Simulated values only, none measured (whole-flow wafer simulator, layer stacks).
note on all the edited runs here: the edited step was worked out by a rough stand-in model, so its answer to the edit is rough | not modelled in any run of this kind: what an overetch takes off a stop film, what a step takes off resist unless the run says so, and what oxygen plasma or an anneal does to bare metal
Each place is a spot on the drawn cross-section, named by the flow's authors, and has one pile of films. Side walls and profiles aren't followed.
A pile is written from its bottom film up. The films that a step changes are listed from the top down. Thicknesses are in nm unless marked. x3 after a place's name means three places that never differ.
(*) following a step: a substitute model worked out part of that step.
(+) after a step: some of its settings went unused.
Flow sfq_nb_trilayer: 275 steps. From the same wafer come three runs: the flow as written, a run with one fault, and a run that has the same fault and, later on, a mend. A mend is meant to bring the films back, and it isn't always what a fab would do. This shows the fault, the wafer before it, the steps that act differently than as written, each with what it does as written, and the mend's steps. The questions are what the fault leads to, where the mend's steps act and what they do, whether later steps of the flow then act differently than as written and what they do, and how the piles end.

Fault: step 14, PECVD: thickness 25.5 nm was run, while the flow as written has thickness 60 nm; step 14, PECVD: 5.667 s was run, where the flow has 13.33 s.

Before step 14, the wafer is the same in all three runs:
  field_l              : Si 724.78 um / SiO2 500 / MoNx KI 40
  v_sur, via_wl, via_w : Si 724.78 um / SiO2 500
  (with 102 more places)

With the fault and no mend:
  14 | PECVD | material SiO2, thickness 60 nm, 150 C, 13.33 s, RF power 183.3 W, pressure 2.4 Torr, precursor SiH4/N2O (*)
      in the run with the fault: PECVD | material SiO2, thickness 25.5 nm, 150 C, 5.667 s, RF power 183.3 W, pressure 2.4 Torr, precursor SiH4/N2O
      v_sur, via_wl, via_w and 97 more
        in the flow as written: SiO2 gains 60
        in the run with the fault: SiO2 gains 25.5
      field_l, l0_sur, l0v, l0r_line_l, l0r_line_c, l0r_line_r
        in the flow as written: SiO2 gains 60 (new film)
        in the run with the fault: SiO2 gains 25.5 (new film)
  Later steps of the flow acting differently than as written (10 other steps are not shown; they differ only slightly, by no more than 2% or 0.5 nm, whichever is larger):
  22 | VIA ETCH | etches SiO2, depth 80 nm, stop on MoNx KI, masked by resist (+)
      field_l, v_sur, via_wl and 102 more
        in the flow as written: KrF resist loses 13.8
        in the run with the fault: KrF resist loses 6.56
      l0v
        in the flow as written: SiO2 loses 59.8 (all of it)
        in the run with the fault: SiO2 loses 25.3 (all of it)
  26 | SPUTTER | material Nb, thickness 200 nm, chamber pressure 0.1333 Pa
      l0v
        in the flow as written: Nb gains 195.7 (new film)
        in the run with the fault: Nb gains 200 (new film)
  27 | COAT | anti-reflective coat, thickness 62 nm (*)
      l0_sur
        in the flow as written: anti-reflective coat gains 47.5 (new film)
        in the run with the fault: anti-reflective coat gains 51.3 (new film)
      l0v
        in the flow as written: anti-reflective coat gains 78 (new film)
        in the run with the fault: anti-reflective coat gains 67.4 (new film)
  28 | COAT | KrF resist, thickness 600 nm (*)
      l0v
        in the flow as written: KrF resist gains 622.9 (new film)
        in the run with the fault: KrF resist gains 602.4 (new film)
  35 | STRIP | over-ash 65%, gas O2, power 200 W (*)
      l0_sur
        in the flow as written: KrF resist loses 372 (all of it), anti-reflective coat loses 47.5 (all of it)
        in the run with the fault: KrF resist loses 373.9 (all of it), anti-reflective coat loses 51.3 (all of it)
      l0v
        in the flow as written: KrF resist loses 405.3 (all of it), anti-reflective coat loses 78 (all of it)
        in the run with the fault: KrF resist loses 384.8 (all of it), anti-reflective coat loses 67.4 (all of it)
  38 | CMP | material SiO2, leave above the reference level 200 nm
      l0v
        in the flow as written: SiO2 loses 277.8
        in the run with the fault: SiO2 loses 316.6
  By the end, the piles at field_l, v_sur, via_wl and 100 more depart from the flow's by more than 2% or 0.5 nm, whichever is larger.
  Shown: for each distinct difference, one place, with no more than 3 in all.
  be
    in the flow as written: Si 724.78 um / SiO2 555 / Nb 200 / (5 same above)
    in the run with the fault: Si 724.78 um / SiO2 520.5 / Nb 200 / (5 same above)
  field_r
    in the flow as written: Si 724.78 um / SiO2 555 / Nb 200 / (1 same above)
    in the run with the fault: Si 724.78 um / SiO2 520.5 / Nb 200 / (1 same above)
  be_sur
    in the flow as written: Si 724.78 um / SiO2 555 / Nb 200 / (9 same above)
    in the run with the fault: Si 724.78 um / SiO2 520.5 / Nb 200 / (9 same above)

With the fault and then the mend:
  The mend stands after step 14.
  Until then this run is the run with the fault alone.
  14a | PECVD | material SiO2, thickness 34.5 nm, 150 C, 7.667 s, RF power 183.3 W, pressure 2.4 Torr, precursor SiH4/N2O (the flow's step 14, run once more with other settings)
      field_l, v_sur, via_wl and 103 more
        SiO2 gains 34.5
  Every later step of the flow that is run acts as written, at every place that is followed, to within 2% or 0.5 nm, whichever is larger.
  At every place that both follow, the piles at the end match the flow's.
